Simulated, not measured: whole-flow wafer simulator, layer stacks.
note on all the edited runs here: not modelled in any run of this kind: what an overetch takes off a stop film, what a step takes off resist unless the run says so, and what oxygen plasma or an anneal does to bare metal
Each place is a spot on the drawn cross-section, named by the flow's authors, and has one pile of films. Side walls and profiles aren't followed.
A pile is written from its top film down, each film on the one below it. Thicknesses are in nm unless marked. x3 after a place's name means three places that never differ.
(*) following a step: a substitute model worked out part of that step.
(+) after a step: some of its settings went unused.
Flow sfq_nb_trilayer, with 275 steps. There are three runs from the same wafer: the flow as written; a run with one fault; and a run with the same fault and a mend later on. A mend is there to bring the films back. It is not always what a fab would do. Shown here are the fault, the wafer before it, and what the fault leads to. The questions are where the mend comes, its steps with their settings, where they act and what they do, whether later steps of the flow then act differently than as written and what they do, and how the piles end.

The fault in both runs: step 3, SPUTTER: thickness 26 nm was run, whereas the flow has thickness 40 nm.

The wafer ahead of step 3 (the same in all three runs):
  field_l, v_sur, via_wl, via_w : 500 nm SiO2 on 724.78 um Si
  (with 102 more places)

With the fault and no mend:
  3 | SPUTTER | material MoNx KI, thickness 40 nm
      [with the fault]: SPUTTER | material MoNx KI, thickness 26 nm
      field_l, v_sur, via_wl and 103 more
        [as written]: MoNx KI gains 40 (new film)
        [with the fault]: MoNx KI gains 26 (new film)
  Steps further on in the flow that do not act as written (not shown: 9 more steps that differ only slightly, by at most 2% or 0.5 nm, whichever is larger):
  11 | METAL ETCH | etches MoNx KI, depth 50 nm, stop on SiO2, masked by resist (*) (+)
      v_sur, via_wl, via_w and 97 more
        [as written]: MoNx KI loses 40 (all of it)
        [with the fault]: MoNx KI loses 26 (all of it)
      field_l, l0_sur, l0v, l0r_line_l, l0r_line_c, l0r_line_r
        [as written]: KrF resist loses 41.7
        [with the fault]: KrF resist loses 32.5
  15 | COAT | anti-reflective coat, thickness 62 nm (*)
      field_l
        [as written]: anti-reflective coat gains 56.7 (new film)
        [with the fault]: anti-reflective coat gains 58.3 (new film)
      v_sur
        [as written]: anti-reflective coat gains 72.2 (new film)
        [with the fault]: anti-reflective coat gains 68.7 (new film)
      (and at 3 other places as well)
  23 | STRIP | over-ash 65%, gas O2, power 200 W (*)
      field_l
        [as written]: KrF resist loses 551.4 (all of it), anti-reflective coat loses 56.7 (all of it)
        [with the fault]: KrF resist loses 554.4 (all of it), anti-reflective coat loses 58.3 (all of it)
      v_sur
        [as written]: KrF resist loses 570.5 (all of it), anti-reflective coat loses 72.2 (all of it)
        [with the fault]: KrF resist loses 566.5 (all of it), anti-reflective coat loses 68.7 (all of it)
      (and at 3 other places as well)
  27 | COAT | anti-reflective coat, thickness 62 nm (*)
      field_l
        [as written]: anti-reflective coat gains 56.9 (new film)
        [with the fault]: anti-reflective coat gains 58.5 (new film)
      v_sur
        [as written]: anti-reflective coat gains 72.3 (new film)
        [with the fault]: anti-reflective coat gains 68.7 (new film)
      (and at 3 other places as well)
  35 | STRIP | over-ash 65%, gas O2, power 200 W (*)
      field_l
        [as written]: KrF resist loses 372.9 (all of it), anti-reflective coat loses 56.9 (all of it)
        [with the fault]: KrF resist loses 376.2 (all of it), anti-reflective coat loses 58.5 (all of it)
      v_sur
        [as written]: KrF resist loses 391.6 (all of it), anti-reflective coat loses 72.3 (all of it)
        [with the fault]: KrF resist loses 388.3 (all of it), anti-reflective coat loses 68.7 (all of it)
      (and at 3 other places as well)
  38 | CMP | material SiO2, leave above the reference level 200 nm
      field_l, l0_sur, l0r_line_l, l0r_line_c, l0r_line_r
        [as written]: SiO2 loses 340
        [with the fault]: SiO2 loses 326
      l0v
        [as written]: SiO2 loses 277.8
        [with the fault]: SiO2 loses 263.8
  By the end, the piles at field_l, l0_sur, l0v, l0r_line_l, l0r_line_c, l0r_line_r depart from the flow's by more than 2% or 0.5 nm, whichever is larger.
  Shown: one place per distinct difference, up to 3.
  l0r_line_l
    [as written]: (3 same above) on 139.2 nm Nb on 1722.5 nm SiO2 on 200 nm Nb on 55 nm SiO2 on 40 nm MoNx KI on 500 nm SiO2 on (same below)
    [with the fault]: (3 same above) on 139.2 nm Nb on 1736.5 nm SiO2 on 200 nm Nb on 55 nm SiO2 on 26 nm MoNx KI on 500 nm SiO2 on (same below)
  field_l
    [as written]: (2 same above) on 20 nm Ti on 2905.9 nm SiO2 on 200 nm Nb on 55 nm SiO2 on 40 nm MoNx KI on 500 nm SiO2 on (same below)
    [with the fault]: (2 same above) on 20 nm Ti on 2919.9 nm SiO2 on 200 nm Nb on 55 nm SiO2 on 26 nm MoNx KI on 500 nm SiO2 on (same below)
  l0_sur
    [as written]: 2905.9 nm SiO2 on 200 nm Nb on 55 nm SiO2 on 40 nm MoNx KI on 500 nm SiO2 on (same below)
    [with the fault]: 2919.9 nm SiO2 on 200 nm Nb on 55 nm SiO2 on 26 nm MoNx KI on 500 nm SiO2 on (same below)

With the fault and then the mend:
  After step 3 comes the mend.
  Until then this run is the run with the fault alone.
  3a | SPUTTER | material MoNx KI, thickness 14 nm (the flow's step 3 again, with other settings)
      field_l, v_sur, via_wl and 103 more
        MoNx KI gains 14
  Later steps of the flow that are run all act as written at every place that is followed.
  By the end, the piles equal the flow's at every place that both follow.
